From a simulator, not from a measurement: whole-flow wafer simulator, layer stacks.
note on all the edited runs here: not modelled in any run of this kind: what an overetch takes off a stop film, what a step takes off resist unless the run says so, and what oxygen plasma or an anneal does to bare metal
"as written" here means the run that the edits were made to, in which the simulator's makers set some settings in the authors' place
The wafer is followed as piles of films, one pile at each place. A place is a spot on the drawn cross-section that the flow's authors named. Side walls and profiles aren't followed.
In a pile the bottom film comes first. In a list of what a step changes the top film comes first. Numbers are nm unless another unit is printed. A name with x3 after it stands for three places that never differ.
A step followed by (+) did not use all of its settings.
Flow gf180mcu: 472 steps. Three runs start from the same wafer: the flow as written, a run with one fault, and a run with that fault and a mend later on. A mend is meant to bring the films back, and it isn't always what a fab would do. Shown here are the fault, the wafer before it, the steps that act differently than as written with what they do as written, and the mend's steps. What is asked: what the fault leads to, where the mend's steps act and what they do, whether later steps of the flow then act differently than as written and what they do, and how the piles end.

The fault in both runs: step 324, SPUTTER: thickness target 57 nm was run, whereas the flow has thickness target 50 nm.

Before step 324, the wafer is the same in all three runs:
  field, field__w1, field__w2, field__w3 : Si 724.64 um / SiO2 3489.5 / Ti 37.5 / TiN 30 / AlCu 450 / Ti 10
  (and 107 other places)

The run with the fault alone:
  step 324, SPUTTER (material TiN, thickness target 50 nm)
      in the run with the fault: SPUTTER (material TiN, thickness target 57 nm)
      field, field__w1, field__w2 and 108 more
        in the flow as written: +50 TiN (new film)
        in the run with the fault: +57 TiN (new film)
  Steps further on in the flow that do not act as written (5 more steps, not shown, differ only slightly: by at most 2% or 0.5 nm, whichever is larger):
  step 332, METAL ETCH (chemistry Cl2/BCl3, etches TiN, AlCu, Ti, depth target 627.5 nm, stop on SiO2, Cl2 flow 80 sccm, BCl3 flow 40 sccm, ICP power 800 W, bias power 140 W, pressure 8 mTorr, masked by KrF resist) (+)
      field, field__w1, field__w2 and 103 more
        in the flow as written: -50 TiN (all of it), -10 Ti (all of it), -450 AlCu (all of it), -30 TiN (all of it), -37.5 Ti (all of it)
        in the run with the fault: -57 TiN (all of it), -10 Ti (all of it), -450 AlCu (all of it), -30 TiN (all of it), -37.5 Ti (all of it)
  By the end, the piles at field__w8, contact, m1, m1__w1, m1_nw depart from the flow's by more than 2% or 0.5 nm, whichever is larger.
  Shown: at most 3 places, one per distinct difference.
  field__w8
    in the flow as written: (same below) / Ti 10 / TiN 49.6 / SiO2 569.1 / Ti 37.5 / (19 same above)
    in the run with the fault: (same below) / Ti 10 / TiN 56.6 / SiO2 562.1 / Ti 37.5 / (19 same above)
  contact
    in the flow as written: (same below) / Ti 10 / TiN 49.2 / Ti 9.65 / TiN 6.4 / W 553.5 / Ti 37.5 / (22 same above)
    in the run with the fault: (same below) / Ti 10 / TiN 56.2 / Ti 9.69 / TiN 6.43 / W 546.4 / Ti 37.5 / (22 same above)

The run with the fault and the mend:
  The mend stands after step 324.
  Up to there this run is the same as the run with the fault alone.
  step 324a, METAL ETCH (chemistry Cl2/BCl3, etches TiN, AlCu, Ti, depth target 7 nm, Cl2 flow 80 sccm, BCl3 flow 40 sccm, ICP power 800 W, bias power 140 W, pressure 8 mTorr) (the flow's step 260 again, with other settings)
      field, field__w1, field__w2 and 108 more
        -7 TiN
  Later steps of the flow that are run all act as written at every place that is followed.
  The piles end the same as the flow's at every place that both follow.
